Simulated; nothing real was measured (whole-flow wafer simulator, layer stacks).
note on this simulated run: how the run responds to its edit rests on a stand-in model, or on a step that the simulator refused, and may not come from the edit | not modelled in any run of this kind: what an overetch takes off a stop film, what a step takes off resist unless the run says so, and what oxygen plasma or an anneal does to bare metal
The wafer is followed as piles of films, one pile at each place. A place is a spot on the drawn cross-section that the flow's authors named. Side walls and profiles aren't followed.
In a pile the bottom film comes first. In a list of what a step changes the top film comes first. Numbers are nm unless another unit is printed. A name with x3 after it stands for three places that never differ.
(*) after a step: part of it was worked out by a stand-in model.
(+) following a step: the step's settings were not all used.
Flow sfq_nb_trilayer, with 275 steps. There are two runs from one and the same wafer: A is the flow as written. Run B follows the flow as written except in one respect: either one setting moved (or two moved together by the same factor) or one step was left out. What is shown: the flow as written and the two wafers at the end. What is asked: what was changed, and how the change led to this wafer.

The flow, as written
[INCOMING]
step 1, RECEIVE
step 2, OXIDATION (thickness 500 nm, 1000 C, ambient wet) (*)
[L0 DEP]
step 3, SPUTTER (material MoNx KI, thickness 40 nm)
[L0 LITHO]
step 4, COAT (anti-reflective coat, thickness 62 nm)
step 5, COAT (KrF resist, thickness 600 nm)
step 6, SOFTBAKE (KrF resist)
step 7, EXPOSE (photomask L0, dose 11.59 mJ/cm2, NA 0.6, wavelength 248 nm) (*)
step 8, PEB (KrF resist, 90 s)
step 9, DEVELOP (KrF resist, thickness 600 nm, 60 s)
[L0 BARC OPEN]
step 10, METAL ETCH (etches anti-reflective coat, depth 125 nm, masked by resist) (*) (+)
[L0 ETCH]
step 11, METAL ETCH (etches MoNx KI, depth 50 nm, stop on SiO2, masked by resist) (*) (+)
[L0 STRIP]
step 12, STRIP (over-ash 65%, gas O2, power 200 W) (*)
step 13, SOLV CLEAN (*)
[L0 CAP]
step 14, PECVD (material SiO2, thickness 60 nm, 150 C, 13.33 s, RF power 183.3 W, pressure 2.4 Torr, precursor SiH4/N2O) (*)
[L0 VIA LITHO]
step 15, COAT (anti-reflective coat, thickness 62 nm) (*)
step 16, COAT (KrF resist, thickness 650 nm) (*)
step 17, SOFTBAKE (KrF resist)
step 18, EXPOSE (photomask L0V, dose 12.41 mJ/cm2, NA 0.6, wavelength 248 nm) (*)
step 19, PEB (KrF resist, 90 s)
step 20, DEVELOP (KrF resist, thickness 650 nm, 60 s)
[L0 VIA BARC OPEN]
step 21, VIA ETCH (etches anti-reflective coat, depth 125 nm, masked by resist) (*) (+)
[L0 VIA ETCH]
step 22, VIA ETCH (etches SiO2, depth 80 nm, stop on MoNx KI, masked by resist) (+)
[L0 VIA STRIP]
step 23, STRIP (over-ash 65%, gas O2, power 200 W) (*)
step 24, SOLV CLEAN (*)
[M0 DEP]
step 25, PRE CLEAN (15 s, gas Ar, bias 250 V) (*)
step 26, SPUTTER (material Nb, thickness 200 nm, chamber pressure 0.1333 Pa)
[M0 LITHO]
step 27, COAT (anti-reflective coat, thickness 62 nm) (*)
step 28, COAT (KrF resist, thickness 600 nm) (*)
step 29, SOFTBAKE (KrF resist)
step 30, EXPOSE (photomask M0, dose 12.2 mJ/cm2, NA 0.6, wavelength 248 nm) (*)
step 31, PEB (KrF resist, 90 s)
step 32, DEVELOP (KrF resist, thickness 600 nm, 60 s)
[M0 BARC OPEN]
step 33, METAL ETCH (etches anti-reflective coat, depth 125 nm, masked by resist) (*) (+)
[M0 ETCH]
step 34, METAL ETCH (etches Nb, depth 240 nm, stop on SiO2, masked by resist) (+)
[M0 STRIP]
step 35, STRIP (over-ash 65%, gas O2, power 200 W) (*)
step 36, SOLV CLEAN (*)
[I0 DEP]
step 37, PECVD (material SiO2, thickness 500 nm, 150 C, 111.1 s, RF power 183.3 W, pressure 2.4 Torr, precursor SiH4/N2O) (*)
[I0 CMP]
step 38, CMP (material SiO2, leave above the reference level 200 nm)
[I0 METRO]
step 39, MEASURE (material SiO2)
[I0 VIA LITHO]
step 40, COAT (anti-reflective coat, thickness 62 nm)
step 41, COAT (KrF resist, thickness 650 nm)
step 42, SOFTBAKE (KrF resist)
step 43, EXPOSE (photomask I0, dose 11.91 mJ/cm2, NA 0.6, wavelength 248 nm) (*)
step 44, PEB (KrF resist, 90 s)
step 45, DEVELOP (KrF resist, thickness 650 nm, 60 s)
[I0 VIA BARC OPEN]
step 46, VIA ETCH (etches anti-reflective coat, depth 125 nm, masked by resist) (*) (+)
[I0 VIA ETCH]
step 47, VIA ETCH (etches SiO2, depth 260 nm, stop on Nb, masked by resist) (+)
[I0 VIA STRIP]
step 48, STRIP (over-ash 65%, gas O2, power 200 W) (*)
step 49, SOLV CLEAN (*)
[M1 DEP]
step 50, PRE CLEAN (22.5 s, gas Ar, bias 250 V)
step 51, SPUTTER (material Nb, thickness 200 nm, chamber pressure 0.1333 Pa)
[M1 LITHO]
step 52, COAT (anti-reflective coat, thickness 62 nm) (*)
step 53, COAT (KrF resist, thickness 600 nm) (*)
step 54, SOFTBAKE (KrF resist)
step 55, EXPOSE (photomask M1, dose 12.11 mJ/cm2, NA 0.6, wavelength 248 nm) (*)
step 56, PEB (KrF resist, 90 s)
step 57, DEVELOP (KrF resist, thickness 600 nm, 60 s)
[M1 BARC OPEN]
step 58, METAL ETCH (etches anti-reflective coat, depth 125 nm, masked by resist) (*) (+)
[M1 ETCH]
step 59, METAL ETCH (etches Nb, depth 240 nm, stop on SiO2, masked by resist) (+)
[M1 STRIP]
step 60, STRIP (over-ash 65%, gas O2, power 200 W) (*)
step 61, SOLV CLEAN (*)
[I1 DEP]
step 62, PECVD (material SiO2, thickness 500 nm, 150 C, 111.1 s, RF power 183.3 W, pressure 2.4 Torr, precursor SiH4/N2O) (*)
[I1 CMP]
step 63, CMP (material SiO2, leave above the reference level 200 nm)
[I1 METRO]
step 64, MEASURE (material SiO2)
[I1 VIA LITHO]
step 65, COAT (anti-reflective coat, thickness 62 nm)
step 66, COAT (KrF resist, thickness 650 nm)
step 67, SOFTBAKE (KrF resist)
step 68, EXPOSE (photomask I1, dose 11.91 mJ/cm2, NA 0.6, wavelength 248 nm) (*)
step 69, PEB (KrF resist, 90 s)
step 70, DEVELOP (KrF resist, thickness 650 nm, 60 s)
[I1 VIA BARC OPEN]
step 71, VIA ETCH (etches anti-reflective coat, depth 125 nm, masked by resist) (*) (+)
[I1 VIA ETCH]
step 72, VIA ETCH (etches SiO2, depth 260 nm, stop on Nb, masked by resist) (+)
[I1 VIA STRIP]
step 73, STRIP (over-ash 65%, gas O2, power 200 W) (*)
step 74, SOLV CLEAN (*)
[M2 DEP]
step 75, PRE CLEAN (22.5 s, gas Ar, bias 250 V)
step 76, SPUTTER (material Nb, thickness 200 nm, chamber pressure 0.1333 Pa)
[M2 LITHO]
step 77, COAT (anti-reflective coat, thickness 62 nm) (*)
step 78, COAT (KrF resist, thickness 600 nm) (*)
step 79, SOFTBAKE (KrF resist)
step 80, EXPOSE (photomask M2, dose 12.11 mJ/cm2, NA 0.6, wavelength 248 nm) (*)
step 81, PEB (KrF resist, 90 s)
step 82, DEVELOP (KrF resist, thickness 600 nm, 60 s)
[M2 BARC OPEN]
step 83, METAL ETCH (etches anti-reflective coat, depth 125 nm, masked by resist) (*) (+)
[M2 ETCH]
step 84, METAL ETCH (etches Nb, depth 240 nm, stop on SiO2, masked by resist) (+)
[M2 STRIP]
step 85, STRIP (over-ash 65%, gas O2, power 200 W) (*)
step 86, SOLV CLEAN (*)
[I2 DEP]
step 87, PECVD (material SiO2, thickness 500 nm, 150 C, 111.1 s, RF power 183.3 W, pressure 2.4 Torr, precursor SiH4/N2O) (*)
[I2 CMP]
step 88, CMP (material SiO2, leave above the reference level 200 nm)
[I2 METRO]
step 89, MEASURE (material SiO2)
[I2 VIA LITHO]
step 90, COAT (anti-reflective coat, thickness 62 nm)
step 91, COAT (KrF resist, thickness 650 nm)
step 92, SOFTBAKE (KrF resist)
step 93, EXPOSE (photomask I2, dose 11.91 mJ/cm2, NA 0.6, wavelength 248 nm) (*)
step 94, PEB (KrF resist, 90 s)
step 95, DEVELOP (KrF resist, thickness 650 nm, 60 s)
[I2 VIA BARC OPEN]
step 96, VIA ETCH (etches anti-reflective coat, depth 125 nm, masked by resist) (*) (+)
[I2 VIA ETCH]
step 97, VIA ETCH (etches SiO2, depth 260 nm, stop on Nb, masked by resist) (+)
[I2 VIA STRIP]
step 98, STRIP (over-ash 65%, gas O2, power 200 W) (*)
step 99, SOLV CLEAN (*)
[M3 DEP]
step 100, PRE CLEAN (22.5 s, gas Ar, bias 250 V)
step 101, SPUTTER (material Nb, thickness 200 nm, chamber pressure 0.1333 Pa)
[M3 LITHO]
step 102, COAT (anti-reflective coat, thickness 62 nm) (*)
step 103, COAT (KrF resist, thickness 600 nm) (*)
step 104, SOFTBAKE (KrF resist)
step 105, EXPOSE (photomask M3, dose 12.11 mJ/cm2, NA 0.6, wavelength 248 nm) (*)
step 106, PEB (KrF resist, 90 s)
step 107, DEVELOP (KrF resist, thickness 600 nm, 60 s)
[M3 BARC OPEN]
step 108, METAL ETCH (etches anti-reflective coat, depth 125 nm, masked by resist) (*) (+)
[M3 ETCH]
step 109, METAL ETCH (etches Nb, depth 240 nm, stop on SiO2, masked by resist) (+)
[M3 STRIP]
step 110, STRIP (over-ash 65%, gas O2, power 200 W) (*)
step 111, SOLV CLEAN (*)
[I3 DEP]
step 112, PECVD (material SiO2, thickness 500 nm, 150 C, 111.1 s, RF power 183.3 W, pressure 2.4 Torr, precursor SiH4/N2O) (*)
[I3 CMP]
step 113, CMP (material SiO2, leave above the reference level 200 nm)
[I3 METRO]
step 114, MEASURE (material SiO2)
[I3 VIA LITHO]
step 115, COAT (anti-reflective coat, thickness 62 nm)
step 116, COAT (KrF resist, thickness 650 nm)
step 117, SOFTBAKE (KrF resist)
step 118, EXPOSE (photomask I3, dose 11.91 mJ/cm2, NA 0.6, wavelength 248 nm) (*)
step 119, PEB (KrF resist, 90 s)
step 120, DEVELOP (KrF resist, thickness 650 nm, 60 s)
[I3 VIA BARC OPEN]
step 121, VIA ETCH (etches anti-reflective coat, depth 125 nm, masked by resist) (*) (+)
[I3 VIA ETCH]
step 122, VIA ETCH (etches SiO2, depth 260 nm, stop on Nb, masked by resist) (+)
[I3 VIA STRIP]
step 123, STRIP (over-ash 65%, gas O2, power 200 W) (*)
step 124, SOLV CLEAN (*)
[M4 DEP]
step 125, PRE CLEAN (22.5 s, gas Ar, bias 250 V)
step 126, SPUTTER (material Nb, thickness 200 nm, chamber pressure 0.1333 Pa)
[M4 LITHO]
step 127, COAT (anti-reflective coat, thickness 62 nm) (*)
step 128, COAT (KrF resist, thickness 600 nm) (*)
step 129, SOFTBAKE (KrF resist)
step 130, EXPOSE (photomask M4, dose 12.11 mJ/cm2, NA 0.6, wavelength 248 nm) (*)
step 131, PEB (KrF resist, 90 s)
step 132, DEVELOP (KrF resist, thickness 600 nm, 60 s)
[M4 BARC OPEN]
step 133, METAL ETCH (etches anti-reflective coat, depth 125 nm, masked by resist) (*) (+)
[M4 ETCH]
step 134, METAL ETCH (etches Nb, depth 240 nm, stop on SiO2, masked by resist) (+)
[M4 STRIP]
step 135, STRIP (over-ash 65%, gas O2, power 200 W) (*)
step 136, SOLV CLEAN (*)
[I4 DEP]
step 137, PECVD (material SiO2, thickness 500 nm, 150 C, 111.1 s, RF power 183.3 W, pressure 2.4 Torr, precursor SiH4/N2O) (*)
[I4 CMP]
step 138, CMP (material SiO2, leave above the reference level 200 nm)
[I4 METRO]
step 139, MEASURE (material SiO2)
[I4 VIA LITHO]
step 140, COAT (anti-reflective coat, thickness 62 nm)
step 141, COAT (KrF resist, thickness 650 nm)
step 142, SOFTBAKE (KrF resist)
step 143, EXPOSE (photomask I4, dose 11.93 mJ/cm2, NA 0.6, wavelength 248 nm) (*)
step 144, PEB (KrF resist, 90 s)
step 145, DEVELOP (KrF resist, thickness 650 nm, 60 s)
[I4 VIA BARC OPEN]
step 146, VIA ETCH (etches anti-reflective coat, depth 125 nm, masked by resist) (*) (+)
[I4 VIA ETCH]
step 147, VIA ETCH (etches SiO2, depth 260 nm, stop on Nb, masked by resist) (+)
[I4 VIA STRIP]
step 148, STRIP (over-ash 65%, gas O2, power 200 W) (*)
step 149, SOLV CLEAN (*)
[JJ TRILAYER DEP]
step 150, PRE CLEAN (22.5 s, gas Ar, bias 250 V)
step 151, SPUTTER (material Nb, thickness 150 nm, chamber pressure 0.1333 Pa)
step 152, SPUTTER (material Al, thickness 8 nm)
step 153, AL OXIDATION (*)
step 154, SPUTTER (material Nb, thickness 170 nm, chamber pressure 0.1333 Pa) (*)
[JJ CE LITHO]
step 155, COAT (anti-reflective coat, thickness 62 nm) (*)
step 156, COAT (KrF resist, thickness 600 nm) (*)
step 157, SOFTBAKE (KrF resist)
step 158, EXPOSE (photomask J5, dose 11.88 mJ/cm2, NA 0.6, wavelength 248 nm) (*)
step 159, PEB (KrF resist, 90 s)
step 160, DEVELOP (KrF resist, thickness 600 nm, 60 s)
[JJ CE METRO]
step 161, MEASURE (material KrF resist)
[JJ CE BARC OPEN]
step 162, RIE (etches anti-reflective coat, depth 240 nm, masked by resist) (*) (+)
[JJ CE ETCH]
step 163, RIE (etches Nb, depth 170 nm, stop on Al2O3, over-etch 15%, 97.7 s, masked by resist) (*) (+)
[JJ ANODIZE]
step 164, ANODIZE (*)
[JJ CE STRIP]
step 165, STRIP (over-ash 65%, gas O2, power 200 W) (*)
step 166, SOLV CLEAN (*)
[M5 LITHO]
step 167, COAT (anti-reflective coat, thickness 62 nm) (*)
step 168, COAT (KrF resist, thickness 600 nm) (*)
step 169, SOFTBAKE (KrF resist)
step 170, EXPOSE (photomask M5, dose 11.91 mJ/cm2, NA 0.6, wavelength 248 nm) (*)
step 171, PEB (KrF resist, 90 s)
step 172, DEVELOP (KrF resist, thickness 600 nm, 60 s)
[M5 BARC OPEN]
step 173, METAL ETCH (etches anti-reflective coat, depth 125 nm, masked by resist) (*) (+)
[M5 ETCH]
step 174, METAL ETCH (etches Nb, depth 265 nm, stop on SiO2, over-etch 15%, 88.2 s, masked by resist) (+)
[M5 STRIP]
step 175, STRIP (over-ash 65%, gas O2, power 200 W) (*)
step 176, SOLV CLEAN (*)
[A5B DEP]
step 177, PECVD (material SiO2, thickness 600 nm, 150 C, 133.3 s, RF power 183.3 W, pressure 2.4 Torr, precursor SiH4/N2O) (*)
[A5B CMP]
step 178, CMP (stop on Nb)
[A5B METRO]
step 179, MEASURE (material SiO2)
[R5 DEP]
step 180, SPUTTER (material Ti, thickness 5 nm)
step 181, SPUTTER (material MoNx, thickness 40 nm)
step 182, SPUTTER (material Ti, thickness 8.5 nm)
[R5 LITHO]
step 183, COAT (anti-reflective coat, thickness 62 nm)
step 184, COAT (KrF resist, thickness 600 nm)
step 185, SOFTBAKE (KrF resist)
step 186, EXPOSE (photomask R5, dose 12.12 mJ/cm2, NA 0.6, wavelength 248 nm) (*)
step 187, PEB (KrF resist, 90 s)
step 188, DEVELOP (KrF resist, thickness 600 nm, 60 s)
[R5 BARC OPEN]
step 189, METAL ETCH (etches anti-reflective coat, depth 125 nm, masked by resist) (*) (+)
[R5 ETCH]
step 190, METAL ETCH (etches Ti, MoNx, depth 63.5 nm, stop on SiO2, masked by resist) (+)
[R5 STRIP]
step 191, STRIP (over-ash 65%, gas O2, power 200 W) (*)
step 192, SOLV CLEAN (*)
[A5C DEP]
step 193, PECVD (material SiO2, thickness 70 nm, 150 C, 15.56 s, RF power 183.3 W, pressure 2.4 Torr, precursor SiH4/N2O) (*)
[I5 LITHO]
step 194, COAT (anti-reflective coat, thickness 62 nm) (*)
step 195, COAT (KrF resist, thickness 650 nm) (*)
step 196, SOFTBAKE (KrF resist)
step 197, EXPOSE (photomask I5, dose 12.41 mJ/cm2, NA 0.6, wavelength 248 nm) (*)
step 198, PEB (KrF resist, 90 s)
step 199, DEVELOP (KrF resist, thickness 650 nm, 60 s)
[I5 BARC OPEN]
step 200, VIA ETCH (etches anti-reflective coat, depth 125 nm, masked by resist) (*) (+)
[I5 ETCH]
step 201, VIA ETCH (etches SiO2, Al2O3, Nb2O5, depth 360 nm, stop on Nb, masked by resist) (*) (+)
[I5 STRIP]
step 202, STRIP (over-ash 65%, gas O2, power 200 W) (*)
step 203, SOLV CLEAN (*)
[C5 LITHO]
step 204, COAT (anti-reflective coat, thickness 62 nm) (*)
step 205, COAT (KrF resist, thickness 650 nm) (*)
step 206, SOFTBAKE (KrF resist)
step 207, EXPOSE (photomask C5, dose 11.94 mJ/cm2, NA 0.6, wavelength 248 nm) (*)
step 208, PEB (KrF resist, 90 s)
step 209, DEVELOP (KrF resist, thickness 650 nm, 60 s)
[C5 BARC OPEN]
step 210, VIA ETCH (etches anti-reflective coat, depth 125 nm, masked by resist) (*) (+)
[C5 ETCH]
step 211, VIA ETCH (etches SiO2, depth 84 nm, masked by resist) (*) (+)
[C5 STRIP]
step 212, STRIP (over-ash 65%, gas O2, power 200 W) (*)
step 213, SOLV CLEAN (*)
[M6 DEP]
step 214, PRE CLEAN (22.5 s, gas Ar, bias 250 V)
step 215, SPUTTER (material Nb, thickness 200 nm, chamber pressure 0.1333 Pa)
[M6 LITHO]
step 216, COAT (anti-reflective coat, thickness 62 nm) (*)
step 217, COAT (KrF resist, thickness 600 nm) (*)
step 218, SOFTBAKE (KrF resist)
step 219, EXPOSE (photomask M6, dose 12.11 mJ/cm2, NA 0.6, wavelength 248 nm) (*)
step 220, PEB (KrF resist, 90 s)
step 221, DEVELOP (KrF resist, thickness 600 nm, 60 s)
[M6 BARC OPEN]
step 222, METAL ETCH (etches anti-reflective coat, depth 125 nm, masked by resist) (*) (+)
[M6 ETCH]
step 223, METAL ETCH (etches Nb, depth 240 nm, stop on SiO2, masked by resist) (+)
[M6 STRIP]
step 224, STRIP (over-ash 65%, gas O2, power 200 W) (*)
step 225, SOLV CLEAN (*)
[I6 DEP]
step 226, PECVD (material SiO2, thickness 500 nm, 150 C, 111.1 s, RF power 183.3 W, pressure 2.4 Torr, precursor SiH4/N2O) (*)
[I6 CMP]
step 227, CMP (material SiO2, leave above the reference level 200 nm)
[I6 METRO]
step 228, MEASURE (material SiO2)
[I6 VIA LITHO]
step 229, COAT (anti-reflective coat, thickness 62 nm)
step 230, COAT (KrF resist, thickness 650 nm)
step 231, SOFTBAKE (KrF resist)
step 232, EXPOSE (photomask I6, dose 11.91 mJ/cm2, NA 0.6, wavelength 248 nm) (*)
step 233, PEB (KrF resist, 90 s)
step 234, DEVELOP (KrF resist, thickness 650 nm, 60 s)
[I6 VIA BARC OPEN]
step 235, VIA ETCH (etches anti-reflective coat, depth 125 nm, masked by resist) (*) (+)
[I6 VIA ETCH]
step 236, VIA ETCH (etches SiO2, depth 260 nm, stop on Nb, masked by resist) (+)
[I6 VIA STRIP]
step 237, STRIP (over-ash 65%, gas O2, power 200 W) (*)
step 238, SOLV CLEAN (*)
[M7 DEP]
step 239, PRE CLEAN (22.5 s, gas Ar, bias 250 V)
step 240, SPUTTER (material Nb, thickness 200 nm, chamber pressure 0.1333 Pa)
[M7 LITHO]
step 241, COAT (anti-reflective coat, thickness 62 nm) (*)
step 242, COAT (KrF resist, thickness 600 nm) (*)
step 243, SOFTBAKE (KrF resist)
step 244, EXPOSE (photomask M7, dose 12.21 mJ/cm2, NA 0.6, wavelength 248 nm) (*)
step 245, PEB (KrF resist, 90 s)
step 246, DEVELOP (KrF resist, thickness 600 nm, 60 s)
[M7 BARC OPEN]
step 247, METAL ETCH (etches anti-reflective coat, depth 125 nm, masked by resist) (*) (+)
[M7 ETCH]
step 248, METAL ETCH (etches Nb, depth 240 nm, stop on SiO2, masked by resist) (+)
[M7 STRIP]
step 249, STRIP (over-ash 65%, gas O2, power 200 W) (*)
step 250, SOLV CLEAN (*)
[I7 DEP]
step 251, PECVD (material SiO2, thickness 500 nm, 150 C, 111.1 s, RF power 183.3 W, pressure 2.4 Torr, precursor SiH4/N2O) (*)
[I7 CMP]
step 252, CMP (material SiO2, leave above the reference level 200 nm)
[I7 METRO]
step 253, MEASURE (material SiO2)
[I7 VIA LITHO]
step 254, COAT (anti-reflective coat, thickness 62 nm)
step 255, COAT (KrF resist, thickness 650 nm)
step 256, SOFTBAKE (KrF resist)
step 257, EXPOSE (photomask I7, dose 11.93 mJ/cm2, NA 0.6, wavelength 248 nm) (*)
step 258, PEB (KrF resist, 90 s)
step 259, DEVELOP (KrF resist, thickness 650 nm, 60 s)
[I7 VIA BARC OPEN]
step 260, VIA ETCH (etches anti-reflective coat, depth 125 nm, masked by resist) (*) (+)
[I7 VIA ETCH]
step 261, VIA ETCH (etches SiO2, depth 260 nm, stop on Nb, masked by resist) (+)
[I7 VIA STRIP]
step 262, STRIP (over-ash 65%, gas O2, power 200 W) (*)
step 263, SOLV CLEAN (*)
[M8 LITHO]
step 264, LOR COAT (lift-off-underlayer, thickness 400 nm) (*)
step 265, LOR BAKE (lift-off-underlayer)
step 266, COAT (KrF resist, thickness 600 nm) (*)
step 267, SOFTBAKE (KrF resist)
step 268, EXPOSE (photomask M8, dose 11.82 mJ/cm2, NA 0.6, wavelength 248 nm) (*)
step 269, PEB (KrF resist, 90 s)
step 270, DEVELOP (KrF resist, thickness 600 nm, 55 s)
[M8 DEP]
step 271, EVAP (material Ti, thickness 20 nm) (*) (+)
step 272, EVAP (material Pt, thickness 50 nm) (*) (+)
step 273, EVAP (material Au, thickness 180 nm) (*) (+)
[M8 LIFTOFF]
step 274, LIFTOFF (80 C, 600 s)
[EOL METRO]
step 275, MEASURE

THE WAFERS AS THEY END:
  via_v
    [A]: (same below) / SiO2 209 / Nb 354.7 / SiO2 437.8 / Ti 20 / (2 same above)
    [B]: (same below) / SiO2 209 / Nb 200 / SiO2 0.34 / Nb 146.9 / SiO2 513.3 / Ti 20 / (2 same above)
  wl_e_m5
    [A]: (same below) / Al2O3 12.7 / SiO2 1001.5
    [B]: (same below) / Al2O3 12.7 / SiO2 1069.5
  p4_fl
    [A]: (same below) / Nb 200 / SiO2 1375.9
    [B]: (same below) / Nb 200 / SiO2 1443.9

Cause: step 227, CMP: leave above the reference level 268 nm was run, while the flow as written has leave above the reference level 200 nm.

Step by step, how the change led to this:
  step 227, CMP (material SiO2, leave above the reference level 200 nm)
      field_l, p4_fl, p4_fm and 59 more: A -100 SiO2 | B -32 SiO2
      v_sur, via_wl, via_w and 15 more: A -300 SiO2 | B -232 SiO2
      (also at 26 further places)
  step 236, VIA ETCH (etches SiO2, depth 260 nm, stop on Nb, masked by resist) (+)
      via_v: A -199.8 SiO2 (all of it) | B -260 SiO2
  step 239, PRE CLEAN (22.5 s, gas Ar, bias 250 V)
      via_v: A -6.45 Nb | B -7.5 SiO2
  step 240, SPUTTER (material Nb, thickness 200 nm, chamber pressure 0.1333 Pa)
      via_v: A +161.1 Nb | B +146.9 Nb (new film)
  step 241, COAT (anti-reflective coat, thickness 62 nm) (*)
      via_sp: A +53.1 anti-reflective coat (new film) | B +50 anti-reflective coat (new film)
      via_v: A +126 anti-reflective coat (new film) | B +129.5 anti-reflective coat (new film)
      (also at 1 further place)
  step 242, COAT (KrF resist, thickness 600 nm) (*)
      via_v: A +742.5 KrF resist (new film) | B +801.5 KrF resist (new film)
  step 249, STRIP (over-ash 65%, gas O2, power 200 W) (*)
      via_sp: A -373.6 KrF resist (all of it), -53.1 anti-reflective coat (all of it) | B -369.5 KrF resist (all of it), -50 anti-reflective coat (all of it)
      via_v: A -524.5 KrF resist (all of it), -126 anti-reflective coat (all of it) | B -583.4 KrF resist (all of it), -129.5 anti-reflective coat (all of it)
      (also at 1 further place)
  step 251, PECVD (material SiO2, thickness 500 nm, 150 C, 111.1 s, RF power 183.3 W, pressure 2.4 Torr, precursor SiH4/N2O) (*)
      via_v: A +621 SiO2 (new film) | B +670.3 SiO2 (new film)
  step 252, CMP (material SiO2, leave above the reference level 200 nm)
      via_v: A -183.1 SiO2 | B -157.1 SiO2
If metal films that touch count as one body, via_v has 7 bodies (between them, from the top down: SiO2 513.3; SiO2 0.34; SiO2 209 / Al2O3 12.7 / Nb2O5 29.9; SiO2 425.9; SiO2 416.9; SiO2 192.5); the flow as written gives 6 bodies (between them, from the top down: SiO2 437.8; SiO2 209 / Al2O3 12.7 / Nb2O5 29.9; SiO2 425.9; SiO2 416.9; SiO2 192.5).
